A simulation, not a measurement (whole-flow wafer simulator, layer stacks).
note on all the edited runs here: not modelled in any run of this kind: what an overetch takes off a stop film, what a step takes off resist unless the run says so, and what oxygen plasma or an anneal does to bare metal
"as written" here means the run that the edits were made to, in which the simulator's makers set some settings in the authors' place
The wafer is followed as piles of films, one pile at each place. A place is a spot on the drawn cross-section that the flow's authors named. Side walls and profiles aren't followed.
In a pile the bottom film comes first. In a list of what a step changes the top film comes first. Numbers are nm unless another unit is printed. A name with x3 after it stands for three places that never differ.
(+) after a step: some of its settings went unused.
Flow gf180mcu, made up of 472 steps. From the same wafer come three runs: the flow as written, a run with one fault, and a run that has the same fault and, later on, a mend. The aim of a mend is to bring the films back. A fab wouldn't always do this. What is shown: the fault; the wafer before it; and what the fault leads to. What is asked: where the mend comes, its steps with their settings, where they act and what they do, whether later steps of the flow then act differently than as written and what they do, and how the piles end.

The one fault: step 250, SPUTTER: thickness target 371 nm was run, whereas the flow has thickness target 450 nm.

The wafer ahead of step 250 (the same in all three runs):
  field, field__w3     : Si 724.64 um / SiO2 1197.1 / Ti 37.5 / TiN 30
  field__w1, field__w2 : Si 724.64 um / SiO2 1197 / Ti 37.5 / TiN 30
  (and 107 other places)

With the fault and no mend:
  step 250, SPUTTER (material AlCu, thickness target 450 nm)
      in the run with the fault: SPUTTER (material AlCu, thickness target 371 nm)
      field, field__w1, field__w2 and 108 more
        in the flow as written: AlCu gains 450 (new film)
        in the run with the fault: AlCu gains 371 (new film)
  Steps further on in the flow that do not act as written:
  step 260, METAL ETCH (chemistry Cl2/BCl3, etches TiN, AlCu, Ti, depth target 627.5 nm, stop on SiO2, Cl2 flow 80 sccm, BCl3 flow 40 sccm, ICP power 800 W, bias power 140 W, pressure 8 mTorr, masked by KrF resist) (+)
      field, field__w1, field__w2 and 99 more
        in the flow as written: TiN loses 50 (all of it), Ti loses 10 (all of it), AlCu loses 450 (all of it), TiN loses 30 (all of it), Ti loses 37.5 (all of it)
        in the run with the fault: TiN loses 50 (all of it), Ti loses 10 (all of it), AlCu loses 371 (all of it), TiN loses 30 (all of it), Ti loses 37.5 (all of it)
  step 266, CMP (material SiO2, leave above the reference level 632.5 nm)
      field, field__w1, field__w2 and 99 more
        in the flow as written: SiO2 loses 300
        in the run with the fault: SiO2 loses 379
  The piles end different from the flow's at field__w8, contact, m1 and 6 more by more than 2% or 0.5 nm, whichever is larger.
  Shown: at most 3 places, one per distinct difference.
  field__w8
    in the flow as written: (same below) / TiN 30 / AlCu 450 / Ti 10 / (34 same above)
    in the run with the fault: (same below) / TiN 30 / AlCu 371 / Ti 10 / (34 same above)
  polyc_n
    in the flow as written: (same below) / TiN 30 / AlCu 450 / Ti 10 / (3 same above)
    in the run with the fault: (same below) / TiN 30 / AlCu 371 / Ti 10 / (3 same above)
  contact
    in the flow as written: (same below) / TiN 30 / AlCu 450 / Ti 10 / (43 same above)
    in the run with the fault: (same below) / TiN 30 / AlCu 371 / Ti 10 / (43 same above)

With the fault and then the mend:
  The mend follows step 250.
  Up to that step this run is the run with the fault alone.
  step 250a, SPUTTER (material AlCu, thickness target 79 nm) (the flow's step 250, run once more with other settings)
      field, field__w1, field__w2 and 108 more
        AlCu gains 79
  None of the later steps of the flow acts differently than as written at any place that is followed.
  By the end, the piles equal the flow's at every place that both follow.
